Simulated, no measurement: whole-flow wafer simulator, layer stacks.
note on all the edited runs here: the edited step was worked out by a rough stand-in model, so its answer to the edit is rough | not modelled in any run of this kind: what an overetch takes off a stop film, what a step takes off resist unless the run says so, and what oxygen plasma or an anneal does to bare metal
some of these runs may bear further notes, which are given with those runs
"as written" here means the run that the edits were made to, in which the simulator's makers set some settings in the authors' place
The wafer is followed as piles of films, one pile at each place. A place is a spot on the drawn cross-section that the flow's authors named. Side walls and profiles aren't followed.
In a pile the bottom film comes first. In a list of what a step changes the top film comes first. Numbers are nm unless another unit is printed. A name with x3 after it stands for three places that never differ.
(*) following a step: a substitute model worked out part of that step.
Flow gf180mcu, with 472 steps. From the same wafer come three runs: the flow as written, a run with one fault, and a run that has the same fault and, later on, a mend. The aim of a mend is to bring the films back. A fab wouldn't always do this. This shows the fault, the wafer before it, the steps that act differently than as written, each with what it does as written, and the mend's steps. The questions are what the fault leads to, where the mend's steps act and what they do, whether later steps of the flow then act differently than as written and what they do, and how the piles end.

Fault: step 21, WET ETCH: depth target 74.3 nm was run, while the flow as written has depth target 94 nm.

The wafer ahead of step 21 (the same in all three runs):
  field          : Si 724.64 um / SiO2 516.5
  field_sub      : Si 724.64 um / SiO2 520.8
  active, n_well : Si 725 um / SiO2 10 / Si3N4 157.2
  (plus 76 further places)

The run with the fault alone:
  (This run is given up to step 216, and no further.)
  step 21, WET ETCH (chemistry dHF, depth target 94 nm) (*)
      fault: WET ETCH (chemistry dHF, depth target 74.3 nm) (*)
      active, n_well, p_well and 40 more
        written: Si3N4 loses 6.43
        fault: Si3N4 loses 5.1
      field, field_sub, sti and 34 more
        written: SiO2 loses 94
        fault: SiO2 loses 74.3
  Later steps of the flow acting differently than as written (73 more steps, not shown, differ only slightly: by at most 2% or 0.5 nm, whichever is larger):
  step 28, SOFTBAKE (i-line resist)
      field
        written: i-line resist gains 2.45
        fault: i-line resist gains 3.88
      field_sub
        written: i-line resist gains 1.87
        fault: i-line resist gains 2.96
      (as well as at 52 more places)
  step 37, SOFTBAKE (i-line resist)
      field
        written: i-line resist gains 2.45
        fault: i-line resist gains 3.88
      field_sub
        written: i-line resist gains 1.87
        fault: i-line resist gains 2.96
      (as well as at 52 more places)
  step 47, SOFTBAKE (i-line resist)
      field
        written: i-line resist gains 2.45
        fault: i-line resist gains 3.88
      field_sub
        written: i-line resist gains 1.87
        fault: i-line resist gains 2.96
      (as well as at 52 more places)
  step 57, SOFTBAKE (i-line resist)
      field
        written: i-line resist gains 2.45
        fault: i-line resist gains 3.88
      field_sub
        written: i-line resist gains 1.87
        fault: i-line resist gains 2.96
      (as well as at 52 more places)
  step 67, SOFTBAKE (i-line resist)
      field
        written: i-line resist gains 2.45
        fault: i-line resist gains 3.88
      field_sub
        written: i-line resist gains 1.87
        fault: i-line resist gains 2.96
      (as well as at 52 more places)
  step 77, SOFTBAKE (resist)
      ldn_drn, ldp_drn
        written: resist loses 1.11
        fault: resist loses 1.65
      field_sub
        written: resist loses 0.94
        fault: resist loses 1.46
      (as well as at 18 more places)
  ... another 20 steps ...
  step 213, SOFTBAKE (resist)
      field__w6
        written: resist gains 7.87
        fault: resist gains 7.15
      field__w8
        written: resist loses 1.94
        fault: resist loses 1.24
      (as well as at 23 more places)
  After step 216, at field, field__w1, field__w2 and 66 more, the piles differ from the flow's by more than 2% or 0.5 nm, whichever is larger.
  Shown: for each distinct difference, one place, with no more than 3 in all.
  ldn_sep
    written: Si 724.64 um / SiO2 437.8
    fault: Si 724.64 um / SiO2 457.4
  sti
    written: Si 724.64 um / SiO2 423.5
    fault: Si 724.64 um / SiO2 443.1
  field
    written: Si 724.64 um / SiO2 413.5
    fault: Si 724.64 um / SiO2 433.1

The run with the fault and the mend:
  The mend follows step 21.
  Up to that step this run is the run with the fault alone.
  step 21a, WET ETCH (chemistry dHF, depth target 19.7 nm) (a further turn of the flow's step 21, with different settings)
      field, field_sub, sti and 34 more
        SiO2 loses 19.7
  None of the later steps of the flow differs from how it acts as written, at any place that is followed, by more than 2% or 0.5 nm, whichever is larger.
  By the end, the piles equal the flow's at every place that both follow.
